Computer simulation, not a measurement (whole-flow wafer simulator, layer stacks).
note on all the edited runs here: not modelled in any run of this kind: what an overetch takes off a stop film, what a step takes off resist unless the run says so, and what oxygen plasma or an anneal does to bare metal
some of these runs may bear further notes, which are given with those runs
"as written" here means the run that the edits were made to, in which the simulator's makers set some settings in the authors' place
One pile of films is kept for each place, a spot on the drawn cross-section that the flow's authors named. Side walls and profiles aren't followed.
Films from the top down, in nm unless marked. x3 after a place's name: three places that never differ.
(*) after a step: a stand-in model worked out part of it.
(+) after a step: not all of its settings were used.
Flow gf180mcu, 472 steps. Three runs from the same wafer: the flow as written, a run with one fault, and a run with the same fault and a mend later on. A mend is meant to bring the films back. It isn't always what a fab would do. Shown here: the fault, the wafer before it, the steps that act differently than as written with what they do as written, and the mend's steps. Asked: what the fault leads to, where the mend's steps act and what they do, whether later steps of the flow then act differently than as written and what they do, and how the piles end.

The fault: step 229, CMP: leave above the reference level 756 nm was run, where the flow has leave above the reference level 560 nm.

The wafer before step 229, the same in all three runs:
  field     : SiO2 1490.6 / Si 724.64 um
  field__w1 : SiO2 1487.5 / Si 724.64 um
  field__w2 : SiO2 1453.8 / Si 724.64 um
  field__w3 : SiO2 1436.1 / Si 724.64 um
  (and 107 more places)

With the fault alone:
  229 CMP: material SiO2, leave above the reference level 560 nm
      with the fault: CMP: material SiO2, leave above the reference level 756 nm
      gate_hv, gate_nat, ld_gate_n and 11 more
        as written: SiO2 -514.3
        with the fault: SiO2 -318.3
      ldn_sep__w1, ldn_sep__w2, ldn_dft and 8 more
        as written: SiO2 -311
        with the fault: SiO2 -115
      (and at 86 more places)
  Later steps of the flow that act differently than as written:
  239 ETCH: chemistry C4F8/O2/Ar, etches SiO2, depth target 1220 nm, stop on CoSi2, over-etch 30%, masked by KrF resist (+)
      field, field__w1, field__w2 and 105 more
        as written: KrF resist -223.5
        with the fault: KrF resist -244
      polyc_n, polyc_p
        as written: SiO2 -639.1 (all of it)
        with the fault: SiO2 -835.1 (all of it)
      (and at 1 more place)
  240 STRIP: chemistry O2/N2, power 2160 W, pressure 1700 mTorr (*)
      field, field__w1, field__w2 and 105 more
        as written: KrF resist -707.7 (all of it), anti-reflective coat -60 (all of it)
        with the fault: KrF resist -687.2 (all of it), anti-reflective coat -60 (all of it)
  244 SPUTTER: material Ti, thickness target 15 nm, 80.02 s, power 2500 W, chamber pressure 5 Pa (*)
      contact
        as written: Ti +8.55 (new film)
        with the fault: Ti +7.63 (new film)
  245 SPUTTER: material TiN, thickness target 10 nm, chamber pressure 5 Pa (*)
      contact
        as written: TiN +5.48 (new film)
        with the fault: TiN +4.91 (new film)
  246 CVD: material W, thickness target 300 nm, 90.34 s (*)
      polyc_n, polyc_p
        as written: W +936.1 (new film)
        with the fault: W +1132.1 (new film)
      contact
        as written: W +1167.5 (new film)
        with the fault: W +1365 (new film)
  At the end the piles differ from the flow's by more than 2% or 0.5 nm, whichever is larger, at field, field__w1, field__w2 and 109 more.
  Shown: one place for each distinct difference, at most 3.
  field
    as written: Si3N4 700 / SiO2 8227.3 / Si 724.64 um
    with the fault: Si3N4 700 / SiO2 8423.3 / Si 724.64 um
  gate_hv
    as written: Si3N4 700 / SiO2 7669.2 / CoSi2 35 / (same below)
    with the fault: Si3N4 700 / SiO2 7865.2 / CoSi2 35 / (same below)
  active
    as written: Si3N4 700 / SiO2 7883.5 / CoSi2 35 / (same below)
    with the fault: Si3N4 700 / SiO2 8079.5 / CoSi2 35 / (same below)

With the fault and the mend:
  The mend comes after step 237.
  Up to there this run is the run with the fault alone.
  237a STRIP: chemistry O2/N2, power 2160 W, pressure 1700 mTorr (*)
      field, field__w1, field__w2 and 105 more
        KrF resist -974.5 (all of it), anti-reflective coat -60 (all of it)
      contact, polyc_n, polyc_p
        anti-reflective coat -60 (all of it)
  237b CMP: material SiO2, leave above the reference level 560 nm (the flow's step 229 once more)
      field, field__w1, field__w2 and 108 more
        SiO2 -196
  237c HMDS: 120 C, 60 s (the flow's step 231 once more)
      changes no film at any place that is followed
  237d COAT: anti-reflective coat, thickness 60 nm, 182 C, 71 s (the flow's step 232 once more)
      field, field__w1, field__w2 and 108 more
        anti-reflective coat +60 (new film)
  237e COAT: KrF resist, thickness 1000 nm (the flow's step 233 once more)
      field, field__w1, field__w2 and 108 more
        KrF resist +1000 (new film)
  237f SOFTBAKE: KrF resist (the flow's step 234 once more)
      changes no film at any place that is followed
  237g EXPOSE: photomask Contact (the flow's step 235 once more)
      changes no film at any place that is followed
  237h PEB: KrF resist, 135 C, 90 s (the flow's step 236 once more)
      field, field__w1, field__w2 and 108 more
        KrF resist -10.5
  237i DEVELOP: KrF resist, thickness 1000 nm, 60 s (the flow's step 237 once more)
      field, field__w1, field__w2 and 105 more
        KrF resist -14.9
      contact, polyc_n, polyc_p
        KrF resist -989.5 (all of it)
  No later step of the flow acts differently than as written at any place that is followed.
  At the end the piles are the same as the flow's at every place that both follow.
